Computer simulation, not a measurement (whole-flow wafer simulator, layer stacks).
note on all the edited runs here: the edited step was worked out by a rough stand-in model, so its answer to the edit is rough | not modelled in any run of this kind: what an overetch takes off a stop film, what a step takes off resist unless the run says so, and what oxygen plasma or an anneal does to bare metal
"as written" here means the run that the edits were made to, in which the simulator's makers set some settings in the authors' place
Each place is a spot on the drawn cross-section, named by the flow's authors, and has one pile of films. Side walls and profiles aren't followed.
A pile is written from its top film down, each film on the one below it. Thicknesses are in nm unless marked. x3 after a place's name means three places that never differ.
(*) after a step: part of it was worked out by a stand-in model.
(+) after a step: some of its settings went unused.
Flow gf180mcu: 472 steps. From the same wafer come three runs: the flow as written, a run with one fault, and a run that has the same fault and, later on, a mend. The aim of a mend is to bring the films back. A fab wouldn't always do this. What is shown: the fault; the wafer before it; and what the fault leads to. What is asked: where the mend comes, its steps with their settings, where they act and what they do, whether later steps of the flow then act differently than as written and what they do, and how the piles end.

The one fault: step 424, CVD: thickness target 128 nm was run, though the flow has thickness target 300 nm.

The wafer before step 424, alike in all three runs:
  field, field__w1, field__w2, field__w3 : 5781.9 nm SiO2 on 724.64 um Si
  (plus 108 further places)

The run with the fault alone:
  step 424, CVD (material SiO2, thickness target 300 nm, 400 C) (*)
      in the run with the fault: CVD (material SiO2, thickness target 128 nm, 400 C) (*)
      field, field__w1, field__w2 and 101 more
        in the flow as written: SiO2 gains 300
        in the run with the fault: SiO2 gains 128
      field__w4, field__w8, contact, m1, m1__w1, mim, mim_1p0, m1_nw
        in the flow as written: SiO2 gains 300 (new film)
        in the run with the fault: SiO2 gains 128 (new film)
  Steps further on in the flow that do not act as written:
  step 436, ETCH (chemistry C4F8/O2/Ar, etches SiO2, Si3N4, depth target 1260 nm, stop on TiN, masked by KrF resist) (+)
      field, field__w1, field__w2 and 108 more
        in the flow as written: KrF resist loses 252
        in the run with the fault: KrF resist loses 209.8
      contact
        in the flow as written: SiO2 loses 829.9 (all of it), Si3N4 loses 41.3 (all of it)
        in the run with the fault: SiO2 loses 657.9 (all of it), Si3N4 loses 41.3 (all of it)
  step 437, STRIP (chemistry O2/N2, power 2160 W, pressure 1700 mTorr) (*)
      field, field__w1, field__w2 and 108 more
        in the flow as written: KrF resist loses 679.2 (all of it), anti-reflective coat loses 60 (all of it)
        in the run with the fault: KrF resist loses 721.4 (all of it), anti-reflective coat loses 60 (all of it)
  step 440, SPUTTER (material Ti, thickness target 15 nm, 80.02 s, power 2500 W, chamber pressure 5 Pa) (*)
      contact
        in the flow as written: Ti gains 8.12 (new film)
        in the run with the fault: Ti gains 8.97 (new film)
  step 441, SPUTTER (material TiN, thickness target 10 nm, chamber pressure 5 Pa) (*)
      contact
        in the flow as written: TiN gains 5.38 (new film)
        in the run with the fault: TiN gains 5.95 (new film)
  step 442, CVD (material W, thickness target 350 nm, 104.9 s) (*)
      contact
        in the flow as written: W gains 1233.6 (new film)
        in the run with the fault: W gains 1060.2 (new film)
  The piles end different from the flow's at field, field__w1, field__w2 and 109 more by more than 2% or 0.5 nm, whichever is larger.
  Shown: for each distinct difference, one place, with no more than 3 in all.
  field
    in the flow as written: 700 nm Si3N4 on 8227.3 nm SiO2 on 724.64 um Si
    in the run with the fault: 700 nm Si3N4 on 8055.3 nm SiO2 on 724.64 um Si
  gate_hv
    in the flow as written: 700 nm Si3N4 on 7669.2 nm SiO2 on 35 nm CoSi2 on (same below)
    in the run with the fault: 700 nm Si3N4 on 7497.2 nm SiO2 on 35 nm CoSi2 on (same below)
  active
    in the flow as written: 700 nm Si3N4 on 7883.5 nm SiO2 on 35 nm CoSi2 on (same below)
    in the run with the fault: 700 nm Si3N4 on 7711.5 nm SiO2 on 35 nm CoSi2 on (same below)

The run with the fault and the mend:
  The mend follows step 424.
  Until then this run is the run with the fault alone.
  step 424a, CVD (material SiO2, thickness target 172 nm, 400 C) (*) (the flow's step 424, run once more with other settings)
      field, field__w1, field__w2 and 109 more
        SiO2 gains 172
  None of the later steps of the flow acts differently than as written at any place that is followed.
  By the end, the piles equal the flow's at every place that both follow.
